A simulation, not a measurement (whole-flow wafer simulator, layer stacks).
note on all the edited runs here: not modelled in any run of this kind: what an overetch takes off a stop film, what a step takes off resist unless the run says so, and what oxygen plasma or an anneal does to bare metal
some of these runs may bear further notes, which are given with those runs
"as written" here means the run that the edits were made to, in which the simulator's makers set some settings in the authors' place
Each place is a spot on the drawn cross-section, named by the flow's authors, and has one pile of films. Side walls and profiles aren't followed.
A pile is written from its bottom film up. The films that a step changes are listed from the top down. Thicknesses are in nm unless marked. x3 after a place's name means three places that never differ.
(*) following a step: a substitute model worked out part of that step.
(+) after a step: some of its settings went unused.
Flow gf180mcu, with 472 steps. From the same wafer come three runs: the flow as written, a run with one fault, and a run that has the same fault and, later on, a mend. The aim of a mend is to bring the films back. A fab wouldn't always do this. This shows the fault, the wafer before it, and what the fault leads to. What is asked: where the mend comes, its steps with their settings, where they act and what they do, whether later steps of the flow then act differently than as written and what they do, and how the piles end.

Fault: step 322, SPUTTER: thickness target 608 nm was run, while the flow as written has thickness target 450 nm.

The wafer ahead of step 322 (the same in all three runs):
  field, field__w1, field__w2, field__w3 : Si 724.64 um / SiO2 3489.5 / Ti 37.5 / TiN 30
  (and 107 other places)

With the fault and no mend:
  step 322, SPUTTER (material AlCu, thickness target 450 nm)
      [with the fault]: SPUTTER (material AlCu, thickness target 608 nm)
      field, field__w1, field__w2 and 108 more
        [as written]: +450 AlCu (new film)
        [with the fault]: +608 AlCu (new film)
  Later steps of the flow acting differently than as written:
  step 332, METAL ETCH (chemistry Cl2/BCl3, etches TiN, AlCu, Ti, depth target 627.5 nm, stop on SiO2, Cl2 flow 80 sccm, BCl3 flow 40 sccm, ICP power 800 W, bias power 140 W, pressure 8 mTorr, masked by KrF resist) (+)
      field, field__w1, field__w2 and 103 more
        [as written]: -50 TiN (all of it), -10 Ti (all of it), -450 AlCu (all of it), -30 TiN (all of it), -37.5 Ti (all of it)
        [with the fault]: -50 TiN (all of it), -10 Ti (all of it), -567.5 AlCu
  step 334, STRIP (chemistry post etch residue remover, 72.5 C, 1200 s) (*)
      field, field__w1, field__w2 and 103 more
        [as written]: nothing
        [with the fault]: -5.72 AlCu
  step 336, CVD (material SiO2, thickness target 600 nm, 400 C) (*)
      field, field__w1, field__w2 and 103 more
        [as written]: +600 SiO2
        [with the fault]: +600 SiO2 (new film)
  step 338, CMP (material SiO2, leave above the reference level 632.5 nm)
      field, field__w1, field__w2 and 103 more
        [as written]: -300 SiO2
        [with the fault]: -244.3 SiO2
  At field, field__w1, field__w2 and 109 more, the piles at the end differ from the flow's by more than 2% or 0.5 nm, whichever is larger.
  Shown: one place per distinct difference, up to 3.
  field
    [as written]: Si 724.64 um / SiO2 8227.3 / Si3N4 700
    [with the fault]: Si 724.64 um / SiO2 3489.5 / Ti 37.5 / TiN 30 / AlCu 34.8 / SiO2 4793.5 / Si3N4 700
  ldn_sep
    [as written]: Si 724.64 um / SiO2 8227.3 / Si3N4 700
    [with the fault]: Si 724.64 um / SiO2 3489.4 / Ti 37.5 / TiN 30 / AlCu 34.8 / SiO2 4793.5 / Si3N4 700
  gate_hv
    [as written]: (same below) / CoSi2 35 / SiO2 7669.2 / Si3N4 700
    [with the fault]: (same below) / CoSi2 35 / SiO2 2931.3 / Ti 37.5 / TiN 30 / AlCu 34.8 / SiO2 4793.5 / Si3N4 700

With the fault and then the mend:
  After step 322 comes the mend.
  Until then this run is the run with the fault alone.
  step 322a, METAL ETCH (chemistry Cl2/BCl3, etches TiN, AlCu, Ti, depth target 158 nm, Cl2 flow 80 sccm, BCl3 flow 40 sccm, ICP power 800 W, bias power 140 W, pressure 8 mTorr) (the flow's step 260 again, with other settings)
      field, field__w1, field__w2 and 108 more
        -158 AlCu
  Every later step of the flow that is run acts as written at every place that is followed.
  By the end, the piles equal the flow's at every place that both follow.
